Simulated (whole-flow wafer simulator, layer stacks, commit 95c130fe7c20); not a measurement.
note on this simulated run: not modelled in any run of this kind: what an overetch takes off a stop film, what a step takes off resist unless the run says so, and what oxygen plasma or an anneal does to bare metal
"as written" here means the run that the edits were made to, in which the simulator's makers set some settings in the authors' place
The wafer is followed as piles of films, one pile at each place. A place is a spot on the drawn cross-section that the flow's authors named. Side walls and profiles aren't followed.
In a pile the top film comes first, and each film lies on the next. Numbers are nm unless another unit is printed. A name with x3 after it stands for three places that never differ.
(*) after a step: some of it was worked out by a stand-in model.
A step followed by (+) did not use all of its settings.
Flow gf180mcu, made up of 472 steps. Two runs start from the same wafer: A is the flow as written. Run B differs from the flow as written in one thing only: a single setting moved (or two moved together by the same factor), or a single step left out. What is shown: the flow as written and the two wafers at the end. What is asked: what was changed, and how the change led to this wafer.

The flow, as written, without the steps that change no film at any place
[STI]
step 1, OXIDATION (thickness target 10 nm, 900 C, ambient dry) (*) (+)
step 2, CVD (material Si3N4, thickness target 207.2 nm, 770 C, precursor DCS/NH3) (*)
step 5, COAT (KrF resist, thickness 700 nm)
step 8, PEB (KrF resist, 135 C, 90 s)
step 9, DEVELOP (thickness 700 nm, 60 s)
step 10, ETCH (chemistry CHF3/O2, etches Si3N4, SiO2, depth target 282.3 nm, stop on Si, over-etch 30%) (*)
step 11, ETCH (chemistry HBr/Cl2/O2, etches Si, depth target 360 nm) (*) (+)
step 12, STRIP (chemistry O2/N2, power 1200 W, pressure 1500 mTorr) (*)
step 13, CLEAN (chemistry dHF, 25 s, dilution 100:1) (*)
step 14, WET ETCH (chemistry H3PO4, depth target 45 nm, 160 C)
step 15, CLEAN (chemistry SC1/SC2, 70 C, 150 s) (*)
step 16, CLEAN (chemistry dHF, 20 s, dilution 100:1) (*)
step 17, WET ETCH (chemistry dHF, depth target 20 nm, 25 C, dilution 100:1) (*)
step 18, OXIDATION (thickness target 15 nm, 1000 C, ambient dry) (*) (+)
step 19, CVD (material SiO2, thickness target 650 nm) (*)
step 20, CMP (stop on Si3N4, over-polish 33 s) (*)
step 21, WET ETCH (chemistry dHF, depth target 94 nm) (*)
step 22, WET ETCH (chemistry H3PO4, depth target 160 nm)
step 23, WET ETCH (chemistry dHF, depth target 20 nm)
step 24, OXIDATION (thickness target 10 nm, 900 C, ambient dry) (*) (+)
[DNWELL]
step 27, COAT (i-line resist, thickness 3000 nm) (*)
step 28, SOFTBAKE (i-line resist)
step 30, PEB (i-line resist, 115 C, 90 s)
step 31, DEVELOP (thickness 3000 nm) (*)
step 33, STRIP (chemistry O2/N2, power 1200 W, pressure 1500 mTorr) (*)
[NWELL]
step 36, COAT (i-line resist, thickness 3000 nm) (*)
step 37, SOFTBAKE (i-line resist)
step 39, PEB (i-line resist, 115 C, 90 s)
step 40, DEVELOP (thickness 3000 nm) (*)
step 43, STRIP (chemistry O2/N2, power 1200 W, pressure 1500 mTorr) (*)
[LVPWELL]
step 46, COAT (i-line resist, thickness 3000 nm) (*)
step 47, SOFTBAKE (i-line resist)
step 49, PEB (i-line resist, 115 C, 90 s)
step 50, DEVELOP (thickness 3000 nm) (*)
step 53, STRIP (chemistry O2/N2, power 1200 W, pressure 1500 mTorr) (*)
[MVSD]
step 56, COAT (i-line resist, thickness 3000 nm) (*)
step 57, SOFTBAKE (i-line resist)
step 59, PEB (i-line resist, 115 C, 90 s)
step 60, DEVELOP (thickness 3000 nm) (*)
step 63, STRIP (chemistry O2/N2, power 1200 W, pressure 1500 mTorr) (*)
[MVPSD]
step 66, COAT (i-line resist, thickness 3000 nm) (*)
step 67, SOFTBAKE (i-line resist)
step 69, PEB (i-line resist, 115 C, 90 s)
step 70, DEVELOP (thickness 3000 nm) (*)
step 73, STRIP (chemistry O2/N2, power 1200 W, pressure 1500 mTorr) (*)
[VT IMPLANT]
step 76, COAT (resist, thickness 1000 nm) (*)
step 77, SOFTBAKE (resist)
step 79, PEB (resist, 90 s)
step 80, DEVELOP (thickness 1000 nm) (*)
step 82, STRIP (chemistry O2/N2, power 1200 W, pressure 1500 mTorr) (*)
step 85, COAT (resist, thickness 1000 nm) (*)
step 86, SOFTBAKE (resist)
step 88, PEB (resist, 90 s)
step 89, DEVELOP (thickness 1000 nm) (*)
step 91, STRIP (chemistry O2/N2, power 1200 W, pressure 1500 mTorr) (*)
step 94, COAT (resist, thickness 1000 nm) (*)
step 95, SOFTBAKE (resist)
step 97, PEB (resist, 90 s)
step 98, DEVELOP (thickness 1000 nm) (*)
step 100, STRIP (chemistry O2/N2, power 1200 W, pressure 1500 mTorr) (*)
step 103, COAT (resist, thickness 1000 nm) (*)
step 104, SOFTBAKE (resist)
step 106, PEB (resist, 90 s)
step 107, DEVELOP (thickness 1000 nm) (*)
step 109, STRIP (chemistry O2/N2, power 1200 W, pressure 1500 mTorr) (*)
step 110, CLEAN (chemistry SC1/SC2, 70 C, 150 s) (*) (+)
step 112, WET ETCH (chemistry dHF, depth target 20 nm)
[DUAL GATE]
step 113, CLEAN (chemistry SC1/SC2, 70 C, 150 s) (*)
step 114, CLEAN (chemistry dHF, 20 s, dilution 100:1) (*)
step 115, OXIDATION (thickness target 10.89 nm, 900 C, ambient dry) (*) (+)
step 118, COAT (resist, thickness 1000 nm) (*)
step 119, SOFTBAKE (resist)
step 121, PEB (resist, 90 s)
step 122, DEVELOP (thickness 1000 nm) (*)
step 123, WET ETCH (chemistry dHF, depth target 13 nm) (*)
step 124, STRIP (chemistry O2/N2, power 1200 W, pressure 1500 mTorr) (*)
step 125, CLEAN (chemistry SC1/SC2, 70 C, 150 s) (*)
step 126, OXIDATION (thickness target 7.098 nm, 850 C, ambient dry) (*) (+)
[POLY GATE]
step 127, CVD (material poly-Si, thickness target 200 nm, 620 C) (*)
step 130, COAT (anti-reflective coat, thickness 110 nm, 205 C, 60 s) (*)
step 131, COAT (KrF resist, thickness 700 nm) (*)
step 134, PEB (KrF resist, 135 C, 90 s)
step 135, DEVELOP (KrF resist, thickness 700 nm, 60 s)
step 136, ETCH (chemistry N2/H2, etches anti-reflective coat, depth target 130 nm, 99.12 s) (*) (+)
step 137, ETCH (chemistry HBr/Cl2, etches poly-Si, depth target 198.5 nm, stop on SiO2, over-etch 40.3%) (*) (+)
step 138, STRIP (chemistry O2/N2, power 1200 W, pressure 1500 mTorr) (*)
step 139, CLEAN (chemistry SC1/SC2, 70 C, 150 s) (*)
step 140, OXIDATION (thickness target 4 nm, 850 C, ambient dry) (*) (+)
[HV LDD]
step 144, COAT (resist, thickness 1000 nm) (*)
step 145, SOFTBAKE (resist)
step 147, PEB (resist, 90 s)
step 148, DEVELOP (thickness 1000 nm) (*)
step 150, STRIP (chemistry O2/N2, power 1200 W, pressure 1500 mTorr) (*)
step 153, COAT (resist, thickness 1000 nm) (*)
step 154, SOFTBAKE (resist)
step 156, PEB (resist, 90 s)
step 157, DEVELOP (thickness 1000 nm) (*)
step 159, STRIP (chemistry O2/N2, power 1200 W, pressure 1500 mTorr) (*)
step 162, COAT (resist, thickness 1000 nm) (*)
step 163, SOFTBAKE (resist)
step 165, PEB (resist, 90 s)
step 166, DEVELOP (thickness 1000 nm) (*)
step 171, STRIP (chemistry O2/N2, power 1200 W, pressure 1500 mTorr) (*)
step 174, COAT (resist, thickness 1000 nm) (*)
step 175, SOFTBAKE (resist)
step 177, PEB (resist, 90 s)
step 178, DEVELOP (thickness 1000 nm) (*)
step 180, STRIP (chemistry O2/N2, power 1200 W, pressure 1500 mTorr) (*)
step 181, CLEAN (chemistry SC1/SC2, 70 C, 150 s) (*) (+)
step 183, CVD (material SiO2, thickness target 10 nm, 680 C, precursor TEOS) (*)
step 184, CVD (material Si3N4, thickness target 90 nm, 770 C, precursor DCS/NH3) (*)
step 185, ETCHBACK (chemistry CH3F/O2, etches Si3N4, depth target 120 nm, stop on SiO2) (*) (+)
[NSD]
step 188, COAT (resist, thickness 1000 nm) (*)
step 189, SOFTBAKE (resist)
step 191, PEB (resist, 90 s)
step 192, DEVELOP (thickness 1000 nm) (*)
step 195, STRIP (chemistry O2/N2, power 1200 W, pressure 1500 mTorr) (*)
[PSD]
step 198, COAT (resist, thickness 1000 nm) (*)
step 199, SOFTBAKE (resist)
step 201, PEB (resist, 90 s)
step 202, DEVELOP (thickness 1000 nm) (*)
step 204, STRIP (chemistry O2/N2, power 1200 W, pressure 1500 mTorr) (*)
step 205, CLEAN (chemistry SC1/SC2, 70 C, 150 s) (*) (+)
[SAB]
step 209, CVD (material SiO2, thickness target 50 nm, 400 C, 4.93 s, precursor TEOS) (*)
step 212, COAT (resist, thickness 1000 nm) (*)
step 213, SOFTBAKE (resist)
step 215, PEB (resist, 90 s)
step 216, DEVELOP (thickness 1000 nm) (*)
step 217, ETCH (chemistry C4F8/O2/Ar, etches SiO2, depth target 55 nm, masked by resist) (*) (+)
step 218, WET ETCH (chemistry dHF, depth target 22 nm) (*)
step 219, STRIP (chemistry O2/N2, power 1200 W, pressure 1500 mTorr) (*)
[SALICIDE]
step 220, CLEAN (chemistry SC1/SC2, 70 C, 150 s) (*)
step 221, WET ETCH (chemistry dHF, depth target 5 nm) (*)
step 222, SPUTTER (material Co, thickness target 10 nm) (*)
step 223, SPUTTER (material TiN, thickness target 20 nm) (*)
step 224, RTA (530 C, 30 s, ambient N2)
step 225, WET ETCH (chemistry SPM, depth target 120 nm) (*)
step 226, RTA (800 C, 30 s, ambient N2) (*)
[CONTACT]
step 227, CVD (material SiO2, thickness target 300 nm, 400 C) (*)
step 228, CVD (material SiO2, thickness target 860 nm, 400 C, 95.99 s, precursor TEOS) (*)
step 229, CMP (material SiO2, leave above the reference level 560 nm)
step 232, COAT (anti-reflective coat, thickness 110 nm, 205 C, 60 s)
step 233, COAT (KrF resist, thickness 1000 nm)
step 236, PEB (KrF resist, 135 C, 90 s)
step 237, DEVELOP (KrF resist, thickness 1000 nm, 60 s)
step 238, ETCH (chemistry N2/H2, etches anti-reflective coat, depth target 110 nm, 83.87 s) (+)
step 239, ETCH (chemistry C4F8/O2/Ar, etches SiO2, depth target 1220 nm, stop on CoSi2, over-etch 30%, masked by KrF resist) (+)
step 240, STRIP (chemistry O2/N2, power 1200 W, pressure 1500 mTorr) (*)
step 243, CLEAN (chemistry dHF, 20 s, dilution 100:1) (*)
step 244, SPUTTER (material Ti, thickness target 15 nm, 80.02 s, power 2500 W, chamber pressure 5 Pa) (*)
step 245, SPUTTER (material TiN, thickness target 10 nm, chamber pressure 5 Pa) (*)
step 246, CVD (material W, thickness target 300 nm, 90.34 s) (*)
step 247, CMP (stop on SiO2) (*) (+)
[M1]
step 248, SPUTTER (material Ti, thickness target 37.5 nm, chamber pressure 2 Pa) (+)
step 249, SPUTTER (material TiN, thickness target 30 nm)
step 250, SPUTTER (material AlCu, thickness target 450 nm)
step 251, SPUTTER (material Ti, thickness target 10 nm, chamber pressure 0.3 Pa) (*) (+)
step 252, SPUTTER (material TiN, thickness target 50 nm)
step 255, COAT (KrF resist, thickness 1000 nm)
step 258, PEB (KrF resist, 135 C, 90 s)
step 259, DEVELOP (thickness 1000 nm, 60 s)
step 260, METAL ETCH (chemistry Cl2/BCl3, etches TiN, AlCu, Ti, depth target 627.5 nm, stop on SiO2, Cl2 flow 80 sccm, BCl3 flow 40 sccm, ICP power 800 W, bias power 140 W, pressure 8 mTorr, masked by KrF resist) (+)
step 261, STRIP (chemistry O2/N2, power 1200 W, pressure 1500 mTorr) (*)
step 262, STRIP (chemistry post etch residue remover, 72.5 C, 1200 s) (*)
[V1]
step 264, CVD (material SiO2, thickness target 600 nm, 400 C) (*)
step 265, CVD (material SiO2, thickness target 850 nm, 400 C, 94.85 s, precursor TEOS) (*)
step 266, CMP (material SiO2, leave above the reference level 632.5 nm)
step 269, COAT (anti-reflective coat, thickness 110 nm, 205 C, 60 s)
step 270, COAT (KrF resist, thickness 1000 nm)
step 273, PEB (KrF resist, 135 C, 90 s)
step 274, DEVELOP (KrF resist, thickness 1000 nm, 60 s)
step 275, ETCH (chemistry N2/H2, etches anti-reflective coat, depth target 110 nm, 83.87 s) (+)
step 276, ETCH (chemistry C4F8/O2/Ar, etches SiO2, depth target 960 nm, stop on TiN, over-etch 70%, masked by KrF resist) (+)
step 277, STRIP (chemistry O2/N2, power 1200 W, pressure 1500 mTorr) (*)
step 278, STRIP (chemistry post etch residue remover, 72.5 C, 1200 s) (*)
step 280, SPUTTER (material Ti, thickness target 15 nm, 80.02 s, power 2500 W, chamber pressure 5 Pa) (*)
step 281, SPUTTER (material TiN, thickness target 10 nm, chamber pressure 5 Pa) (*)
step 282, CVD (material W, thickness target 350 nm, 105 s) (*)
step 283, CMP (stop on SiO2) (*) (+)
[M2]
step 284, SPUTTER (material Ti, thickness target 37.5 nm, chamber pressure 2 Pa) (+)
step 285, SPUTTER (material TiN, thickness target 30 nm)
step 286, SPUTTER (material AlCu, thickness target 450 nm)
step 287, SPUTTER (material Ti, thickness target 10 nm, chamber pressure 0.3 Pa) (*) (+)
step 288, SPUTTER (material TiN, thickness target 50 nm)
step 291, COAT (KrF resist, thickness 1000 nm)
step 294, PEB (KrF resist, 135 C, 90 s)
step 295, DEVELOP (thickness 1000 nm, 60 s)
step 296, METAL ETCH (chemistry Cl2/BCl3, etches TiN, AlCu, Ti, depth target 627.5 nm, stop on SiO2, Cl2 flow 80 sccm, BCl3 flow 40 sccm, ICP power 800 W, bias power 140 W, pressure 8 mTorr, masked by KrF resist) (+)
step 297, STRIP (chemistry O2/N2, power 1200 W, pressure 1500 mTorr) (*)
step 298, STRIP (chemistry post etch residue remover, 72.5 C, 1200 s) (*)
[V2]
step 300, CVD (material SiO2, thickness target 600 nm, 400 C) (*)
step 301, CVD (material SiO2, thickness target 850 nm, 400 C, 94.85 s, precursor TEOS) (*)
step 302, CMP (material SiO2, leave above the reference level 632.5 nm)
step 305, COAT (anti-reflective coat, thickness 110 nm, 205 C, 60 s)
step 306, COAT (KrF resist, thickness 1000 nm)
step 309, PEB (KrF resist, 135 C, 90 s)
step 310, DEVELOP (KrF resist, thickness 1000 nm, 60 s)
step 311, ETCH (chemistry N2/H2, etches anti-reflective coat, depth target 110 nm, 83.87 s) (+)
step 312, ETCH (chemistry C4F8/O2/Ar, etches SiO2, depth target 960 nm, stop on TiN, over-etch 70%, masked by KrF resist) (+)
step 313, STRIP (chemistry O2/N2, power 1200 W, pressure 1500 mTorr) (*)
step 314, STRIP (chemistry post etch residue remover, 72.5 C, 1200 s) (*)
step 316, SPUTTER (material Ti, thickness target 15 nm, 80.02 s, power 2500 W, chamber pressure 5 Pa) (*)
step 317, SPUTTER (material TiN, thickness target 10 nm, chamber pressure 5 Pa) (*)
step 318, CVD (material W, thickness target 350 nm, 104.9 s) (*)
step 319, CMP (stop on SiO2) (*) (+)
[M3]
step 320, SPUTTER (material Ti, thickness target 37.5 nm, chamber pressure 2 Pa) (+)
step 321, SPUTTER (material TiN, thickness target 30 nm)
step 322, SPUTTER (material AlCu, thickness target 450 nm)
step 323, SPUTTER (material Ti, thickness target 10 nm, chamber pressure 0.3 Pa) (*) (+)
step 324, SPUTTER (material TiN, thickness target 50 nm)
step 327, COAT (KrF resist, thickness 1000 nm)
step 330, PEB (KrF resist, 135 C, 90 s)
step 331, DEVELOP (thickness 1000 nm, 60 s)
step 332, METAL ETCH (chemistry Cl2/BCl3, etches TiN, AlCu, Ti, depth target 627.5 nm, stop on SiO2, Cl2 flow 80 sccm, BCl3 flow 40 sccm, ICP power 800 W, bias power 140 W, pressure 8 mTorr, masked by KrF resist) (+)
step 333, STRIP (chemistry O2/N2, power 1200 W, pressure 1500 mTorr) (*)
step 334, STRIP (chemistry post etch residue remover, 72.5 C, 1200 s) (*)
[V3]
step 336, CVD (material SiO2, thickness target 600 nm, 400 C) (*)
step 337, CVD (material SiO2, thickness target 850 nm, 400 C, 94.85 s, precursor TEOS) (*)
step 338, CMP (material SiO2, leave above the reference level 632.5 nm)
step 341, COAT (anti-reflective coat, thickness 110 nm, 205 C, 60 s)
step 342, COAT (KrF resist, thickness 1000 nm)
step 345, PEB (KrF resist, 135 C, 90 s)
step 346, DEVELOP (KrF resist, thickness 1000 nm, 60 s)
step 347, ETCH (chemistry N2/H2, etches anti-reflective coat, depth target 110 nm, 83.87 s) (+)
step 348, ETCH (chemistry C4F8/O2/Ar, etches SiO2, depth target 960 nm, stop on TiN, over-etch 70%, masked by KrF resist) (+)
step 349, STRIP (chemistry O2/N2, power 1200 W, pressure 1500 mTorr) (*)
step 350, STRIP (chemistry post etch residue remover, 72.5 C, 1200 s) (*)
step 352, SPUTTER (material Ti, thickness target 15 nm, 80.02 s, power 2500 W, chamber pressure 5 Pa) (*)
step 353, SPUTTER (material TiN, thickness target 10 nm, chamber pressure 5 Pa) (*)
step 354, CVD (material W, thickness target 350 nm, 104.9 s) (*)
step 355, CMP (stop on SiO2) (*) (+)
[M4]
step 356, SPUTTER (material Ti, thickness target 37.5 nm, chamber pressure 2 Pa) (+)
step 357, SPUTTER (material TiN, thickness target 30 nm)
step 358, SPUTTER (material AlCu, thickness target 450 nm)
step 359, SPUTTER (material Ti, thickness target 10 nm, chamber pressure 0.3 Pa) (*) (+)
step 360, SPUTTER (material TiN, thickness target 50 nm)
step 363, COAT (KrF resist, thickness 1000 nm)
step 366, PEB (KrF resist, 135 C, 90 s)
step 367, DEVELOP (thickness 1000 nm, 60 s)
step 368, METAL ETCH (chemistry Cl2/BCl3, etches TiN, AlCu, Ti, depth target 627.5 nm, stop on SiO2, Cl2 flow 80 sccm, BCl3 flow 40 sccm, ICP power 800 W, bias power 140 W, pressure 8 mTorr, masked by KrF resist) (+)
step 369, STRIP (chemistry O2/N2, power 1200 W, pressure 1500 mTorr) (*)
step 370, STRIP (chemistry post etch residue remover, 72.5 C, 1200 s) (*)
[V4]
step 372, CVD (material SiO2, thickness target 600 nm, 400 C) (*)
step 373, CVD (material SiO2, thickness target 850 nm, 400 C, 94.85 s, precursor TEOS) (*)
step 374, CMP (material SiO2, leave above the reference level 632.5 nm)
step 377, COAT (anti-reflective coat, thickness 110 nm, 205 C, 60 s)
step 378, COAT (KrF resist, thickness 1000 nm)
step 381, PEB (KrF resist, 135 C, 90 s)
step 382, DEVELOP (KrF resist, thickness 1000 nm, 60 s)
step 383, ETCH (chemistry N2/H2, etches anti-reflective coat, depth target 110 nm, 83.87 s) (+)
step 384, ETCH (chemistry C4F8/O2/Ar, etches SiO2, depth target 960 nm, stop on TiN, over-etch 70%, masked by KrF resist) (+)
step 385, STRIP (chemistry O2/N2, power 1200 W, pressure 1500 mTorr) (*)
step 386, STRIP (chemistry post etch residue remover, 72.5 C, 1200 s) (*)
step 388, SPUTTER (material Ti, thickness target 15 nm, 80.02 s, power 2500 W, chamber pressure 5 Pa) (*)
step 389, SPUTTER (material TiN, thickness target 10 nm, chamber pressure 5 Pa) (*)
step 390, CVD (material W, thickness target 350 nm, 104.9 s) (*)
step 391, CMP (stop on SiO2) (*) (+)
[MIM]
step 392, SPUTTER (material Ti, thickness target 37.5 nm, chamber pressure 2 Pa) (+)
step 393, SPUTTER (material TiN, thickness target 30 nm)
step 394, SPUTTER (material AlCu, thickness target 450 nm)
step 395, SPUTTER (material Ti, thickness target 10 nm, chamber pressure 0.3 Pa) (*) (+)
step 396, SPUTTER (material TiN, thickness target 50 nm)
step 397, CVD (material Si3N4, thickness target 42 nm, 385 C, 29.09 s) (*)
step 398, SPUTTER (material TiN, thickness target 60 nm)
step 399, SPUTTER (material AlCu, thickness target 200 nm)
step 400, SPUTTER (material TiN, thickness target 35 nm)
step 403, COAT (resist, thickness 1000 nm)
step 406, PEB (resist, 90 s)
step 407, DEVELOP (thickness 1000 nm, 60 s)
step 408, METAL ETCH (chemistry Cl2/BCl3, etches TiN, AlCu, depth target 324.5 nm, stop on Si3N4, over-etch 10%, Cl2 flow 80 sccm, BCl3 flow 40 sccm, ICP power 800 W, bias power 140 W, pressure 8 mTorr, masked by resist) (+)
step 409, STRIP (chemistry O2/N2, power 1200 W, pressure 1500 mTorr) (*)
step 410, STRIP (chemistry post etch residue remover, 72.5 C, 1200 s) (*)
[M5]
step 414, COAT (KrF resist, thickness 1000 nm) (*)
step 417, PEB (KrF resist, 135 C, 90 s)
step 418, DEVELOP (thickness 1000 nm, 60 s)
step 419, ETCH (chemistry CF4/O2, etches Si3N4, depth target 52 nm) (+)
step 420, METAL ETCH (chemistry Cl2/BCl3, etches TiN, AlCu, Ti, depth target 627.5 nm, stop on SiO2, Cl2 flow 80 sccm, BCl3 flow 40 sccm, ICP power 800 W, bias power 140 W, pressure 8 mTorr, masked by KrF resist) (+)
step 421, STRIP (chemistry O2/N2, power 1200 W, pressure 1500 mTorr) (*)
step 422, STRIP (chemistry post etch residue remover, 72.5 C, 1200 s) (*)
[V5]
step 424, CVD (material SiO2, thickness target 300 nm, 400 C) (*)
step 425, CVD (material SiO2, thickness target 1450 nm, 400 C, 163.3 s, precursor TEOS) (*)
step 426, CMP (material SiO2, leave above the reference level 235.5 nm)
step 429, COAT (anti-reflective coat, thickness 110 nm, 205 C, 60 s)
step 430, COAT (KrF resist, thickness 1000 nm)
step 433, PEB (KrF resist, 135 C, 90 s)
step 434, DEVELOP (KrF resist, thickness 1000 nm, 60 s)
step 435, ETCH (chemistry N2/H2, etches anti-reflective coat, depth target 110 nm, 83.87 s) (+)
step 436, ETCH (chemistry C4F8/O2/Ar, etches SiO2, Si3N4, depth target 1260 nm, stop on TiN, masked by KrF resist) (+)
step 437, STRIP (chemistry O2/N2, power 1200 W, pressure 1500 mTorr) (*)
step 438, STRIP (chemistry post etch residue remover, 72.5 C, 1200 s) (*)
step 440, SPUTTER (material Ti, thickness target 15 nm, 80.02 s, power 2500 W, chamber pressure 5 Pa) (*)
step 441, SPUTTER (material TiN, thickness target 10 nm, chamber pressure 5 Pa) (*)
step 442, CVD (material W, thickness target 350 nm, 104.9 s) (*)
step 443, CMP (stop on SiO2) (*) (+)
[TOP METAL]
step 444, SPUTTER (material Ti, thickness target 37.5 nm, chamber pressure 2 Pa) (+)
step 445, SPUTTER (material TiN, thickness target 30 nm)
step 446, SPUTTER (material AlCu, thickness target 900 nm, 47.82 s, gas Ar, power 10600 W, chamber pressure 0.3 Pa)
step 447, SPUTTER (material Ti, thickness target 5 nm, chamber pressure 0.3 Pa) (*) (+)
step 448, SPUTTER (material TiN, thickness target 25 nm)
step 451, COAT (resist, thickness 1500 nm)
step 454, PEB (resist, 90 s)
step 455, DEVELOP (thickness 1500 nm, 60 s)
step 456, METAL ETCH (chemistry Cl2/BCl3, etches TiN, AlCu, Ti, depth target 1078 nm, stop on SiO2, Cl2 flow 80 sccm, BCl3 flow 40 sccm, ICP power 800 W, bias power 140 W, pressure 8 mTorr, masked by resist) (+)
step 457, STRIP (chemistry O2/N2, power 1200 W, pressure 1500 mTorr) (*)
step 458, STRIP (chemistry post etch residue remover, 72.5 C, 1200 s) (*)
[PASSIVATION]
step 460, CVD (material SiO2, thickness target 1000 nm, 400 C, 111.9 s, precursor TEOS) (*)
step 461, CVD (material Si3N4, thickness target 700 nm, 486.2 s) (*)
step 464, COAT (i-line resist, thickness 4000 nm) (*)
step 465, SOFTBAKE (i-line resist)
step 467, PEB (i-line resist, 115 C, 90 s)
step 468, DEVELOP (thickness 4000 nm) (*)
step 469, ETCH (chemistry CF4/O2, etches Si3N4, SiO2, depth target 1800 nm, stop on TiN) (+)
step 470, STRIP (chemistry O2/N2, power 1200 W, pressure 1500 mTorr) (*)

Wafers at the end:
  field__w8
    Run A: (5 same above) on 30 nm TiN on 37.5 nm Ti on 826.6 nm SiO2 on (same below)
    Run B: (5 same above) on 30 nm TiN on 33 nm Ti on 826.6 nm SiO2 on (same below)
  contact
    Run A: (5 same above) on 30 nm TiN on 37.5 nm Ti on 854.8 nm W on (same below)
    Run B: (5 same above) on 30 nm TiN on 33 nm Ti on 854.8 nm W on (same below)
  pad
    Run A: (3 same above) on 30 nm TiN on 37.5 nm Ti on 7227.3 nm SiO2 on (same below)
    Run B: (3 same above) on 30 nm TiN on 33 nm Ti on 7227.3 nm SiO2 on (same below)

The reason: step 444, SPUTTER: thickness target 33 nm was run, whereas the flow has thickness target 37.5 nm.
The wafer itself shows it: field__w8 has Ti 33, and step 444 as written asks for 37.5 nm.

The path from the change to this, step by step:
  step 444, SPUTTER (material Ti, thickness target 37.5 nm, chamber pressure 2 Pa) (+)
      field, field__w1, field__w2 and 109 more: A +37.5 Ti (new film) | B +33 Ti (new film)
  step 456, METAL ETCH (chemistry Cl2/BCl3, etches TiN, AlCu, Ti, depth target 1078 nm, stop on SiO2, Cl2 flow 80 sccm, BCl3 flow 40 sccm, ICP power 800 W, bias power 140 W, pressure 8 mTorr, masked by resist) (+)
      field, field__w1, field__w2 and 103 more: A -25 TiN (all of it), -5 Ti (all of it), -900 AlCu (all of it), -30 TiN (all of it), -37.5 Ti (all of it) | B -25 TiN (all of it), -5 Ti (all of it), -900 AlCu (all of it), -30 TiN (all of it), -33 Ti (all of it)
